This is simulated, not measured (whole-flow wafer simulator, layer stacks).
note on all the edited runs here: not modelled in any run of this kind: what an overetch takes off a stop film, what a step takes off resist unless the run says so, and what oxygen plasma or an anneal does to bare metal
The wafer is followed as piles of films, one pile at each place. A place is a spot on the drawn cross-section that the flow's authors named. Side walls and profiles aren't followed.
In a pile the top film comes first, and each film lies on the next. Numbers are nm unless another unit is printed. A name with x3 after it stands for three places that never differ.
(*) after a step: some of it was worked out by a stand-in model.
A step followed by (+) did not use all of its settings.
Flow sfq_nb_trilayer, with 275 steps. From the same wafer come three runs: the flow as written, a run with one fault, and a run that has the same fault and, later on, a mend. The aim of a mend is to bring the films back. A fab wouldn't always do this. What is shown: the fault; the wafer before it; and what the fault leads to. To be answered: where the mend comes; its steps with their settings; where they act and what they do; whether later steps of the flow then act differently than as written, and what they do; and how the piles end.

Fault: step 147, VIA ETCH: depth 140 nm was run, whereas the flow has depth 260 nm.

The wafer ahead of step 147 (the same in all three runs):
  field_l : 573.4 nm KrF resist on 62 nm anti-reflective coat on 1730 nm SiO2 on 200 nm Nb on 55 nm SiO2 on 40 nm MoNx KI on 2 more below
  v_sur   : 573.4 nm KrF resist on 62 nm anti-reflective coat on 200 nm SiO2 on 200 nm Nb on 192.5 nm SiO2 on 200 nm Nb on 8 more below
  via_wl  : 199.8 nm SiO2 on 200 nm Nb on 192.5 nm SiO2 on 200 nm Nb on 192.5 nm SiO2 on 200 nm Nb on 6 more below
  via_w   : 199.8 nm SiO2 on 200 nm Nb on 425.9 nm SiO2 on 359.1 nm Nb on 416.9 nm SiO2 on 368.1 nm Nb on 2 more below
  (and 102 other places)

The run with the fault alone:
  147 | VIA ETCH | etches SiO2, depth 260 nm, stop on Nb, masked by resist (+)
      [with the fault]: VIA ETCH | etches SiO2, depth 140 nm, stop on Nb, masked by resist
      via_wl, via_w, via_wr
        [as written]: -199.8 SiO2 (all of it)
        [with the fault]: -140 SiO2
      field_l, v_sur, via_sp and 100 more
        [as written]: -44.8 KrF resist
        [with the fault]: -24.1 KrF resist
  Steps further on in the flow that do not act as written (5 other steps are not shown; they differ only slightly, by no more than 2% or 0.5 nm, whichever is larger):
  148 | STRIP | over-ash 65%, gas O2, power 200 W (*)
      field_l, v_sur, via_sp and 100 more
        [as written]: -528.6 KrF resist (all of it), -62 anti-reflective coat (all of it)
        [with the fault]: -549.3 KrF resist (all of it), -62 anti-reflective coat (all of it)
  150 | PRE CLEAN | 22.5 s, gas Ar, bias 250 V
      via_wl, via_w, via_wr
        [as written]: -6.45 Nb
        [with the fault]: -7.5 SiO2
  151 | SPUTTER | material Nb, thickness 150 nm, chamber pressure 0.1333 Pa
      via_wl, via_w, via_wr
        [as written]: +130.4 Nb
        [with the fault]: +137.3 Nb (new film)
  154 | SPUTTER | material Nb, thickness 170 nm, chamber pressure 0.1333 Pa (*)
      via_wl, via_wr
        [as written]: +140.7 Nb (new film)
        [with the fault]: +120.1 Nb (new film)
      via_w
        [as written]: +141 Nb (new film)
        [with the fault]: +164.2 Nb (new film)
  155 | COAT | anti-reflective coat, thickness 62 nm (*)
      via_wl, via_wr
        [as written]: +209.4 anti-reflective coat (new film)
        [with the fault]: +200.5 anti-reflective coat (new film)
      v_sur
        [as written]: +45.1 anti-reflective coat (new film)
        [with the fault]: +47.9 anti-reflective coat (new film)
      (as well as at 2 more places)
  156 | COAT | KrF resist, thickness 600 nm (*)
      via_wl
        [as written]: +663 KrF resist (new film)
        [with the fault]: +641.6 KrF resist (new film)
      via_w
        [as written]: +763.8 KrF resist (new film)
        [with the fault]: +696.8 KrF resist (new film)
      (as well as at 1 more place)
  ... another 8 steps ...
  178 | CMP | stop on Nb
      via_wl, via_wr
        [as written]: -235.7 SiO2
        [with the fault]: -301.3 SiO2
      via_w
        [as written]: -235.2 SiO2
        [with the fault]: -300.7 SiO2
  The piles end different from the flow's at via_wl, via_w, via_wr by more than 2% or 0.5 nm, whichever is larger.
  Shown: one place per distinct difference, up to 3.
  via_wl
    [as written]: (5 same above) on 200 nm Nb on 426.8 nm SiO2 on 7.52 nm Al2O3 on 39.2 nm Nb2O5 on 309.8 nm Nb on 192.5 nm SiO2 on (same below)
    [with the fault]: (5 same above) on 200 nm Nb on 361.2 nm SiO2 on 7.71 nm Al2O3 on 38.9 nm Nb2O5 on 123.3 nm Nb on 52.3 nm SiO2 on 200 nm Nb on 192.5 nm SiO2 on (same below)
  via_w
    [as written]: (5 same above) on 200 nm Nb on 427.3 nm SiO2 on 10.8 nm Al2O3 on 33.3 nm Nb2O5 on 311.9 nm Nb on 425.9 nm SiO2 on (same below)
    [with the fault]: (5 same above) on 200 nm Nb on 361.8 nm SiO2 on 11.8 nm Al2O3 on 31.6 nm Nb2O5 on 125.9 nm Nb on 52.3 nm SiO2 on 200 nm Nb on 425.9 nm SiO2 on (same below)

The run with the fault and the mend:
  The mend stands after step 147.
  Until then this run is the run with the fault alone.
  147a | VIA ETCH | etches SiO2, depth 120 nm, stop on Nb, masked by resist (+) (a further turn of the flow's step 147, with different settings)
      field_l, v_sur, via_sp and 100 more
        -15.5 KrF resist
      via_wl, via_w, via_wr
        -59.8 SiO2 (all of it)
  None of the later steps of the flow differs from how it acts as written, at any place that is followed, by more than 2% or 0.5 nm, whichever is larger.
  By the end, the piles equal the flow's at every place that both follow.
